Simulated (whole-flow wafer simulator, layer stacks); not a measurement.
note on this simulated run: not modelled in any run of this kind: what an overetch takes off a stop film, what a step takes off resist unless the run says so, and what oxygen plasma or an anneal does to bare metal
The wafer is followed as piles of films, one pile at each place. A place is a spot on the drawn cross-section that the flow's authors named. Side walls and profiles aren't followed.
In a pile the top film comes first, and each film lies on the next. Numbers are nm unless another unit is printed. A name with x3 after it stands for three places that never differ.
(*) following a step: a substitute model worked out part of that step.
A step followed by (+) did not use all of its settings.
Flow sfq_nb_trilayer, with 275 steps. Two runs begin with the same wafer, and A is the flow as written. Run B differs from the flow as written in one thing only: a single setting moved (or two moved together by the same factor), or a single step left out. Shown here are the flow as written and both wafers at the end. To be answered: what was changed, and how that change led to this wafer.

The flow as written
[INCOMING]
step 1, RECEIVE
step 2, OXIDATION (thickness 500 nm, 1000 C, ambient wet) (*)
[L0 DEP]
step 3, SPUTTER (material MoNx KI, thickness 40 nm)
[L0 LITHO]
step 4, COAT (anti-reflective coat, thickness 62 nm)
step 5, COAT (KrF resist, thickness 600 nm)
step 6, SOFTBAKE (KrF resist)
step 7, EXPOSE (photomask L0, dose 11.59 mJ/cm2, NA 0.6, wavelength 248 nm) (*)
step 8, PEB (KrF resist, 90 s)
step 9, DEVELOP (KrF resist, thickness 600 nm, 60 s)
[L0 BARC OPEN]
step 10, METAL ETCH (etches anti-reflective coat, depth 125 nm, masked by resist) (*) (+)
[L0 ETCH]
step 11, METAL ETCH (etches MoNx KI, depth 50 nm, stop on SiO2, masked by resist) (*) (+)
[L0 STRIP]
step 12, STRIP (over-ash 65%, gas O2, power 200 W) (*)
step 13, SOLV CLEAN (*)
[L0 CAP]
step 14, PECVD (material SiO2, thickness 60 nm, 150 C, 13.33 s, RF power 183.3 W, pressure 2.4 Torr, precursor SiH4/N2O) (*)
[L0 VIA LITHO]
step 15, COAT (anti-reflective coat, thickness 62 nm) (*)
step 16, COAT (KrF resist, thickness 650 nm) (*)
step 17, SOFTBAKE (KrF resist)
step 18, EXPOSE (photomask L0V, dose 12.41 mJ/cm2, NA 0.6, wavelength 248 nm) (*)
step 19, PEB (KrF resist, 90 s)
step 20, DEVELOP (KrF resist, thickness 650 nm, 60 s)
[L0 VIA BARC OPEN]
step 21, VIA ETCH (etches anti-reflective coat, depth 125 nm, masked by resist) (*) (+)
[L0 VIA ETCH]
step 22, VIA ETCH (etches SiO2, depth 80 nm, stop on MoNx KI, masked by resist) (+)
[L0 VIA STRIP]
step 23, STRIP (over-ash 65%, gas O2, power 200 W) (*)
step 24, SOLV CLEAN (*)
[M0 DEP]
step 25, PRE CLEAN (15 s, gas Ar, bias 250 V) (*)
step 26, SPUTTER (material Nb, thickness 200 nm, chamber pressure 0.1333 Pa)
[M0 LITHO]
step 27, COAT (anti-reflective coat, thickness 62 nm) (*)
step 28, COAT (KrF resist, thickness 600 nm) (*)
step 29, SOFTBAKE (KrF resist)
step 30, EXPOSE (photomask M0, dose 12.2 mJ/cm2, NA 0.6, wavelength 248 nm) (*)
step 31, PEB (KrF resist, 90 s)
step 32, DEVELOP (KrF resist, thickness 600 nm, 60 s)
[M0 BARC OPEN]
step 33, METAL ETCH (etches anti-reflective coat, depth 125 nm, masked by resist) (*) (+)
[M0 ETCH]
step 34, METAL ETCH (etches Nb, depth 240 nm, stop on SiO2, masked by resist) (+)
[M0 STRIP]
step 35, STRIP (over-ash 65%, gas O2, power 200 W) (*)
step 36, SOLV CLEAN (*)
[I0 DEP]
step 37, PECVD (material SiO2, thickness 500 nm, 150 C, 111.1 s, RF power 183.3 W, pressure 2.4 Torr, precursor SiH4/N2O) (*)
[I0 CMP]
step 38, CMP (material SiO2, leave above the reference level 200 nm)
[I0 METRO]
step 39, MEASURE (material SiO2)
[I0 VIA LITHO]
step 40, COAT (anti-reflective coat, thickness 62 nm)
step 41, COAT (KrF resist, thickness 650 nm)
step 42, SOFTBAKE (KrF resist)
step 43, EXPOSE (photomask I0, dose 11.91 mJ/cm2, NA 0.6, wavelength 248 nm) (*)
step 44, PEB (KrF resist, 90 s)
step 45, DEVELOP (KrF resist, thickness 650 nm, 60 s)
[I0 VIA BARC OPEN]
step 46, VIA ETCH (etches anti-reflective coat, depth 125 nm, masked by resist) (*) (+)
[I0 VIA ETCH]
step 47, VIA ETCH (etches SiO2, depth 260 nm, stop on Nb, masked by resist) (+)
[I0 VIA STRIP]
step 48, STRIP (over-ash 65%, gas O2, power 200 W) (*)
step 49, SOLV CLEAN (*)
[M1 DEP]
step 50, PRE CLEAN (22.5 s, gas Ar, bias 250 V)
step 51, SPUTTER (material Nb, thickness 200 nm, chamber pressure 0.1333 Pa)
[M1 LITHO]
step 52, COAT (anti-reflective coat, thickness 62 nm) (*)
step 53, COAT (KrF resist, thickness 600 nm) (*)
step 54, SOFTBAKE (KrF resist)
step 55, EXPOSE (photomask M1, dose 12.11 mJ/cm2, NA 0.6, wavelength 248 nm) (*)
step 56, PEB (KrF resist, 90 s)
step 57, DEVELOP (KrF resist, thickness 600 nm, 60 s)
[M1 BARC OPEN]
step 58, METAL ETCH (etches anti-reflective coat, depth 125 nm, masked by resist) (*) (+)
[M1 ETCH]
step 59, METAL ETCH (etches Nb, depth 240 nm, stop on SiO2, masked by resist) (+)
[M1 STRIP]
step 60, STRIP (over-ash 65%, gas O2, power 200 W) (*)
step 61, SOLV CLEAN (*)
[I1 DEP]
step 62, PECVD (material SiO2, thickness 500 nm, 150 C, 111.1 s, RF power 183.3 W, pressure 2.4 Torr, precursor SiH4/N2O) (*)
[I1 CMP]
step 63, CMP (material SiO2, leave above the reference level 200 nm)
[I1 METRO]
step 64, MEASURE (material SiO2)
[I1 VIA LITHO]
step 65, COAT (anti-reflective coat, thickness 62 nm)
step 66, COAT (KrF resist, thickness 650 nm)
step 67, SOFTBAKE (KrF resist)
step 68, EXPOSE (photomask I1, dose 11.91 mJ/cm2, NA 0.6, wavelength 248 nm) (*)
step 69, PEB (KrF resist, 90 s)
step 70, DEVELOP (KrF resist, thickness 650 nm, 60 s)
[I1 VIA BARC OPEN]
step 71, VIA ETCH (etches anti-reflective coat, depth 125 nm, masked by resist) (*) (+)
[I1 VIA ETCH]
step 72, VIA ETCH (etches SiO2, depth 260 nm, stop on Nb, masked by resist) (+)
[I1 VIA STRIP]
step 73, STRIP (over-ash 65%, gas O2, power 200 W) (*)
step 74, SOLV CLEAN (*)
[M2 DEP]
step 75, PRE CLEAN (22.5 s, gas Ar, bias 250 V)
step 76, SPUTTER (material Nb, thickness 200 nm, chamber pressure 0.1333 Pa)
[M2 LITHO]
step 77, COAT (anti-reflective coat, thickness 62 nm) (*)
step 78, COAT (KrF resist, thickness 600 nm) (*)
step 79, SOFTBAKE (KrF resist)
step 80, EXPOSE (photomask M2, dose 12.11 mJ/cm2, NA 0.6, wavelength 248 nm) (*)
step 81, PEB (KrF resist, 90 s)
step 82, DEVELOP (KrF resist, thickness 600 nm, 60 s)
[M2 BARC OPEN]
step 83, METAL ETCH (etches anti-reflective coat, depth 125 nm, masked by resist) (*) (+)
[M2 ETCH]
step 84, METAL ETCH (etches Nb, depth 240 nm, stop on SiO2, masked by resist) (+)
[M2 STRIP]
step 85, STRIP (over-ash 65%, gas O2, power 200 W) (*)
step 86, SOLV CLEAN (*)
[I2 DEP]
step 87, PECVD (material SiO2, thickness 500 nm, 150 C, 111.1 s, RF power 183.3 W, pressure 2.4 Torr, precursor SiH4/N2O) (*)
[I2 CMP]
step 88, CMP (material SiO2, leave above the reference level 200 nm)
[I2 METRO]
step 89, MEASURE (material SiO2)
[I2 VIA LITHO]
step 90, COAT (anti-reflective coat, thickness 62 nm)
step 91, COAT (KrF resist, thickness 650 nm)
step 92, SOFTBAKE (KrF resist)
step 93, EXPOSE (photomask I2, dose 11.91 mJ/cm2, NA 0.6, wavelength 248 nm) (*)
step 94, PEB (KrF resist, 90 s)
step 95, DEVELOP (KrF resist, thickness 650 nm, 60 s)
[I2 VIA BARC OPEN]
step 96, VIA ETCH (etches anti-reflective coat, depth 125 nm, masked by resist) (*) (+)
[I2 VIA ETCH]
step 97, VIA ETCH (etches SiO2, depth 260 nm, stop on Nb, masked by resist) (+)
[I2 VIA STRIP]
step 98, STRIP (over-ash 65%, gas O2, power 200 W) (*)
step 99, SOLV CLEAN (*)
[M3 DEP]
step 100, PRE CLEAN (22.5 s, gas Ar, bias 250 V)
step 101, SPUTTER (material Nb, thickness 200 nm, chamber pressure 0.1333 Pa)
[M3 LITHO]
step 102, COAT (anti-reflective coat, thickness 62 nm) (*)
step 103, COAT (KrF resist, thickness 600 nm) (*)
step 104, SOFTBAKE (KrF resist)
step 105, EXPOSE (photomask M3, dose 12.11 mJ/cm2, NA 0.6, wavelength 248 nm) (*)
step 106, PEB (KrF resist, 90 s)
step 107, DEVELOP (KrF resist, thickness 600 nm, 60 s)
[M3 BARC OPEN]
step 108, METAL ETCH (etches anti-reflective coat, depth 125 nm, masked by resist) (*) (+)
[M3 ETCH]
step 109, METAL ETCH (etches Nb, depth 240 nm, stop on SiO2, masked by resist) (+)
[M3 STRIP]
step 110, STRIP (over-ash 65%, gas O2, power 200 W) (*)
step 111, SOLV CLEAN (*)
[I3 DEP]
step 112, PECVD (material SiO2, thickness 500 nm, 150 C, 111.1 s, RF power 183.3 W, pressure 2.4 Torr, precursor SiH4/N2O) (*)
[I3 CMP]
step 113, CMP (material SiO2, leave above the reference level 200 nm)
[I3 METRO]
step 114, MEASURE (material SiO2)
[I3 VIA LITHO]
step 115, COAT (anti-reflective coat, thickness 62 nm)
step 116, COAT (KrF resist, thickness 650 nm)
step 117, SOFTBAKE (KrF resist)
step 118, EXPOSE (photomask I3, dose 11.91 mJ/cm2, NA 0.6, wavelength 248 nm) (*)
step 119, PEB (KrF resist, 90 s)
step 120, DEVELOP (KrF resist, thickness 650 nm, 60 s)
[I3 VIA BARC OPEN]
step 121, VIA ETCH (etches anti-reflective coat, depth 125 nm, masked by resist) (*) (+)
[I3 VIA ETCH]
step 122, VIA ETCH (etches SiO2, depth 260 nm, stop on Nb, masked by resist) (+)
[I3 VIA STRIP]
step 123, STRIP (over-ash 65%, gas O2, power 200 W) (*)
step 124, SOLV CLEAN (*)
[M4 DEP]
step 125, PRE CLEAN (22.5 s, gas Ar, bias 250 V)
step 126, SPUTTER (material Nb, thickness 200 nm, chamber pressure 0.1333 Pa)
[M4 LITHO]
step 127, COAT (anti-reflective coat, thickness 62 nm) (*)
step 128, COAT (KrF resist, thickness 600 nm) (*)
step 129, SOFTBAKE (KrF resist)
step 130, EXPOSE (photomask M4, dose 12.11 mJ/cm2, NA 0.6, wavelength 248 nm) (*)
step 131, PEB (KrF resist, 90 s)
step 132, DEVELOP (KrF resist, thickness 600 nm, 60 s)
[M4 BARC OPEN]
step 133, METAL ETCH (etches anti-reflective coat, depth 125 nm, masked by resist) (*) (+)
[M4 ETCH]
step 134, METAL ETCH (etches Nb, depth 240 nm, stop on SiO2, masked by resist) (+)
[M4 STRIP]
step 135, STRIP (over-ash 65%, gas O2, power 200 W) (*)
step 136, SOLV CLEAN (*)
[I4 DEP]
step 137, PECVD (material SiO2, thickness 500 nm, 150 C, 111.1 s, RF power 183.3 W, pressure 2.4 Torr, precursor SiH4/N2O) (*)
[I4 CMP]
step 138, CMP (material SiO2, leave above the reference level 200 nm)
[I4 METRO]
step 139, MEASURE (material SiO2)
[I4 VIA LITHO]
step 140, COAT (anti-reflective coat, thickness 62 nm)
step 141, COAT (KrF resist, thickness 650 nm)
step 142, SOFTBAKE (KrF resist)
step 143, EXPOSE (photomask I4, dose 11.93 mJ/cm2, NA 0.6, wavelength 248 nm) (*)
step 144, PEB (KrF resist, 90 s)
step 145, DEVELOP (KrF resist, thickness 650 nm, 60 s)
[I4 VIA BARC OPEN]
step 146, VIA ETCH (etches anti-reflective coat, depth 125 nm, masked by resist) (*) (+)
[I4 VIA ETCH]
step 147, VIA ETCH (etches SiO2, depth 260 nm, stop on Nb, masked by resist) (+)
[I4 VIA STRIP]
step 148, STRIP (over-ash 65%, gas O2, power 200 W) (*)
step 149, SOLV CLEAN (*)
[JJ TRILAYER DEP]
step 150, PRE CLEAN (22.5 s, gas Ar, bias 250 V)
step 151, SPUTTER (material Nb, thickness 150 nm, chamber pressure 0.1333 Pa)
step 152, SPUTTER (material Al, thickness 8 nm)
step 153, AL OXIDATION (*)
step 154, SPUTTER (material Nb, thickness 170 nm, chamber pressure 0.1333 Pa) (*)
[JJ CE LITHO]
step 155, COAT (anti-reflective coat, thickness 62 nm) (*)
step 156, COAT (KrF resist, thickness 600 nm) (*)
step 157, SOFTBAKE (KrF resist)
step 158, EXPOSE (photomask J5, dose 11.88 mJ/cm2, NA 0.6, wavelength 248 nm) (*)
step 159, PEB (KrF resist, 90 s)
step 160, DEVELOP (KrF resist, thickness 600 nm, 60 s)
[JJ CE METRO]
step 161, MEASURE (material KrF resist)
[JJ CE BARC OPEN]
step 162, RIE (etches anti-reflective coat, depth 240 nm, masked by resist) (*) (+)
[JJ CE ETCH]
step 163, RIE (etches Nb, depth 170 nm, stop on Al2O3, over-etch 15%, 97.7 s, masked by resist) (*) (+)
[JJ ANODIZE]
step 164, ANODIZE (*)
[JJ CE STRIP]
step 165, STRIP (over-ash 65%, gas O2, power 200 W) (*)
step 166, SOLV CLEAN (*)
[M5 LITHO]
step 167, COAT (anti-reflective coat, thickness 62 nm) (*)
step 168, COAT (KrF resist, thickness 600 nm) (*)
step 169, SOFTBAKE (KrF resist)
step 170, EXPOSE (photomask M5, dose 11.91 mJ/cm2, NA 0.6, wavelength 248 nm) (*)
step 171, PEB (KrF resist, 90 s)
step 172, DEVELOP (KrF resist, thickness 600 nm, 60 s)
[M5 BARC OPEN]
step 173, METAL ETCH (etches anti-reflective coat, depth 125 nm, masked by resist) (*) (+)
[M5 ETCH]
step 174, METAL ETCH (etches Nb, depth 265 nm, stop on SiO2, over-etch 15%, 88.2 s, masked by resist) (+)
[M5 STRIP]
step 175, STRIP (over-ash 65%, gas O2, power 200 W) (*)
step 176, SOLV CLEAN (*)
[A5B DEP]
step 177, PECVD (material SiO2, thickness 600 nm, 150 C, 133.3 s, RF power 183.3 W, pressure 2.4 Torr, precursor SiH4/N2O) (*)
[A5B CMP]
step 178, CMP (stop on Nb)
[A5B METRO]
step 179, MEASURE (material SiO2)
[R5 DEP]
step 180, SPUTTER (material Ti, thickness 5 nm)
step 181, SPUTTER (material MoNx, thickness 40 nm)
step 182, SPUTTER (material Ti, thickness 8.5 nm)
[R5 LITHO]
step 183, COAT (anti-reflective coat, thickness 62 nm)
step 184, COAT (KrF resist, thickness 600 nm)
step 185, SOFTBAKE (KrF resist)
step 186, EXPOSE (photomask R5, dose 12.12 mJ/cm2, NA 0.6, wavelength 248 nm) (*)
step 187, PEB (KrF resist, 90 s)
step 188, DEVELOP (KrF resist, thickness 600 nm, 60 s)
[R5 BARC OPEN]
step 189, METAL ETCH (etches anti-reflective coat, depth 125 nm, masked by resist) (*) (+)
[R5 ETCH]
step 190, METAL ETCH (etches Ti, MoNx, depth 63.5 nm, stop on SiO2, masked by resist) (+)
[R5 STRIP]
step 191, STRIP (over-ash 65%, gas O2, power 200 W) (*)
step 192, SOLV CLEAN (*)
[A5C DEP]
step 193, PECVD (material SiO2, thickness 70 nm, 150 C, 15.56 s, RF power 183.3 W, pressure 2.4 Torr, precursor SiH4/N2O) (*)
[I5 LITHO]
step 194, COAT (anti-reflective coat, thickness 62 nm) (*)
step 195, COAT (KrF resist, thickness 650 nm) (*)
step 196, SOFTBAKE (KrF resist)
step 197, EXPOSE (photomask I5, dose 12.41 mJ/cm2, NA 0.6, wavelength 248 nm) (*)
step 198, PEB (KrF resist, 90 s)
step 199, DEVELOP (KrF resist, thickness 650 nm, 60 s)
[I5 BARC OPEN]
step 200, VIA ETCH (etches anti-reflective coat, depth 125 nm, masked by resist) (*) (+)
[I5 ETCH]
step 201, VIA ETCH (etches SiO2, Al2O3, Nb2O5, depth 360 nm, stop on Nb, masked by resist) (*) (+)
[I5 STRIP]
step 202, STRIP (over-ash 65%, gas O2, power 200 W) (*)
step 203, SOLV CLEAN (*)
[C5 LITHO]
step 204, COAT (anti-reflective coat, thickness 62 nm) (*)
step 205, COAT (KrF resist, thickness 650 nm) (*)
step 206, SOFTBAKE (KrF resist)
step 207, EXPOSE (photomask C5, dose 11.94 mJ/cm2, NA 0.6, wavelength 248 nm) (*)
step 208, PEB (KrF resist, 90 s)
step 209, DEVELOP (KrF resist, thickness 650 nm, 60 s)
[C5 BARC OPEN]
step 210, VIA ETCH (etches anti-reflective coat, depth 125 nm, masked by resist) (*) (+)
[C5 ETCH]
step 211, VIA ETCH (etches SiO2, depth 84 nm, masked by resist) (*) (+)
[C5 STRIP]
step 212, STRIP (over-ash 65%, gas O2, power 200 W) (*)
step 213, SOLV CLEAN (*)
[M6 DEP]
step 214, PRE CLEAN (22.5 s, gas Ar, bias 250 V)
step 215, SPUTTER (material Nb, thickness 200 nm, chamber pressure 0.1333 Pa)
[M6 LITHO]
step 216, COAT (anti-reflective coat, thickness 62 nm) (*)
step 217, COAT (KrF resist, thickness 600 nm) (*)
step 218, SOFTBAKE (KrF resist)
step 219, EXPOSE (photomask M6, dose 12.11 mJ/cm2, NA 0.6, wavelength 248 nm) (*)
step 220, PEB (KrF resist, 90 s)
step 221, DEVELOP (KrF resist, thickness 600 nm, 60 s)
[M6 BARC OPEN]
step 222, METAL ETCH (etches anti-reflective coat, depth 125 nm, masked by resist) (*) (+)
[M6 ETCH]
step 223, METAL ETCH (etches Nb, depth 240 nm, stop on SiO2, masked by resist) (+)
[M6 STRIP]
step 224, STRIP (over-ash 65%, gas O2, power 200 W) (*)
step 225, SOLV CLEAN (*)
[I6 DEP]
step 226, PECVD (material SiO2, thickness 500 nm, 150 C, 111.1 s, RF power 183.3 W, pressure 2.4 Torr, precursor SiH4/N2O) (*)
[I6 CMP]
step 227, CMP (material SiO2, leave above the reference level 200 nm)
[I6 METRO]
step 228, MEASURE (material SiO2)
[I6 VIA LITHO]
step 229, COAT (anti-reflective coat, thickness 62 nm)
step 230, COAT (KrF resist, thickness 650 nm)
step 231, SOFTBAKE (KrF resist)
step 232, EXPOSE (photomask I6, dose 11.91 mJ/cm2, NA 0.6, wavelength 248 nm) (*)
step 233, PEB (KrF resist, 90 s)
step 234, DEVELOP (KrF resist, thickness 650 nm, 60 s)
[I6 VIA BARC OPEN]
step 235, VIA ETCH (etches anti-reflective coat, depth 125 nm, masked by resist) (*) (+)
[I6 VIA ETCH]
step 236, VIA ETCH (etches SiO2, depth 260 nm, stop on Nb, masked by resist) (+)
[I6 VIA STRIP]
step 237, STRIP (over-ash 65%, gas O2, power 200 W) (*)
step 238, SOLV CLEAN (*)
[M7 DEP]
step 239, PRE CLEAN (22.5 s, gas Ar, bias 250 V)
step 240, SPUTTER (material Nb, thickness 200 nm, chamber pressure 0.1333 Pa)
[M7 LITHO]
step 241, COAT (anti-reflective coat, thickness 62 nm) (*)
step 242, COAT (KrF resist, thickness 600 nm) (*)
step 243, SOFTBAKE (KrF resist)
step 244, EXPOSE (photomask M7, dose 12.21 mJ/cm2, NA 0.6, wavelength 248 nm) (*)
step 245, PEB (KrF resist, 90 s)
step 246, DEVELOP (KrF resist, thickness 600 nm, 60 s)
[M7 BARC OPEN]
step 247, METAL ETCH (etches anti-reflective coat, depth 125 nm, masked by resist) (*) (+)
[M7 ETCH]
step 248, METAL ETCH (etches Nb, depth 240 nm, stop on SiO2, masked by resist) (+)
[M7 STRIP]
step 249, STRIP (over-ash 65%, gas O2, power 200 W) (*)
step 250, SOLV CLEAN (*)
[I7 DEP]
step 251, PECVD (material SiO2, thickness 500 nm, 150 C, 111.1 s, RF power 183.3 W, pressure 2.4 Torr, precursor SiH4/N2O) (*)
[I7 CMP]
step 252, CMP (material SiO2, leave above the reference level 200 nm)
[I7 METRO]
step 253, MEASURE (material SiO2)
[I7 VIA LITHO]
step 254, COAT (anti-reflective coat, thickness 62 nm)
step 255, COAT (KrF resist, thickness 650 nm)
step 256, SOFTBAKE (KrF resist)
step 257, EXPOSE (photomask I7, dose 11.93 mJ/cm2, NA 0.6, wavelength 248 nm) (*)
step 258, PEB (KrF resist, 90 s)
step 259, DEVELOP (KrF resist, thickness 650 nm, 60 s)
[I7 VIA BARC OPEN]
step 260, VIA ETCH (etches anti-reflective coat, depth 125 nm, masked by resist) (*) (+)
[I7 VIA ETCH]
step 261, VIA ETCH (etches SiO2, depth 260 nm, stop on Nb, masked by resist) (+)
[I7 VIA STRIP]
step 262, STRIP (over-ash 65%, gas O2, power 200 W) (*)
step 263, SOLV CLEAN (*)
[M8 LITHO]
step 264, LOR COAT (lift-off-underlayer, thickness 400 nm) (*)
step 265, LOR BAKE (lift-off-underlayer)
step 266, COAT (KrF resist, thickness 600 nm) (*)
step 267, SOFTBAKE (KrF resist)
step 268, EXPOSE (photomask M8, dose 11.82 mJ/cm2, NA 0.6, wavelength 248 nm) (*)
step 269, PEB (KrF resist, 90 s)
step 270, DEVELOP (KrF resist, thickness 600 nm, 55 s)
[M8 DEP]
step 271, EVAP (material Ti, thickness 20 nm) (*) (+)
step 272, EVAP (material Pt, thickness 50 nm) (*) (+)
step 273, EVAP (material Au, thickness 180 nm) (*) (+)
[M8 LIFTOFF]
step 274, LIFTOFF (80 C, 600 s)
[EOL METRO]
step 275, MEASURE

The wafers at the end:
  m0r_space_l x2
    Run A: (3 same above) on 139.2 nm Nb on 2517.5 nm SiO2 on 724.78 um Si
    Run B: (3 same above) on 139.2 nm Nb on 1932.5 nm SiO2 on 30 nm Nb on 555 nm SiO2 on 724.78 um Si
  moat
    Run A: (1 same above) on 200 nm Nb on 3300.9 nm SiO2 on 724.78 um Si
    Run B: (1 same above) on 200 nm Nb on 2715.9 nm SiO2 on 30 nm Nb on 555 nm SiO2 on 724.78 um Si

The reason: step 34, METAL ETCH: depth 170 nm was run, while the flow as written has depth 240 nm.

How this came from the change, step by step:
  step 34, METAL ETCH (etches Nb, depth 240 nm, stop on SiO2, masked by resist) (+)
      moat, m0r_space_l x2: A -200 Nb (all of it) | B -170 Nb
      field_l, v_sur, via_wl and 100 more: A -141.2 KrF resist | B -100 KrF resist
  step 35, STRIP (over-ash 65%, gas O2, power 200 W) (*)
      p4_fl x3, p4_w1 x9, p4_g1 x2 and 57 more: A -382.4 KrF resist (all of it), -62 anti-reflective coat (all of it) | B -423.6 KrF resist (all of it), -62 anti-reflective coat (all of it)
      c5j, ce_r, sp_r, be_r, r_sur, res: A -389 KrF resist (all of it), -63.6 anti-reflective coat (all of it) | B -430.2 KrF resist (all of it), -63.6 anti-reflective coat (all of it)
      (as well as at 26 more places)
  step 37, PECVD (material SiO2, thickness 500 nm, 150 C, 111.1 s, RF power 183.3 W, pressure 2.4 Torr, precursor SiH4/N2O) (*)
      moat, m0r_space_l x2: A +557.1 SiO2 | B +527.1 SiO2 (new film)
If metal films that touch count as one body, m0r_space_l x2 has 2 bodies (between them, from the top down: SiO2 1932.5); the flow as written gives 1 body.
If metal films that touch count as one body, moat has 2 bodies (between them, from the top down: SiO2 2715.9); the flow as written gives 1 body.
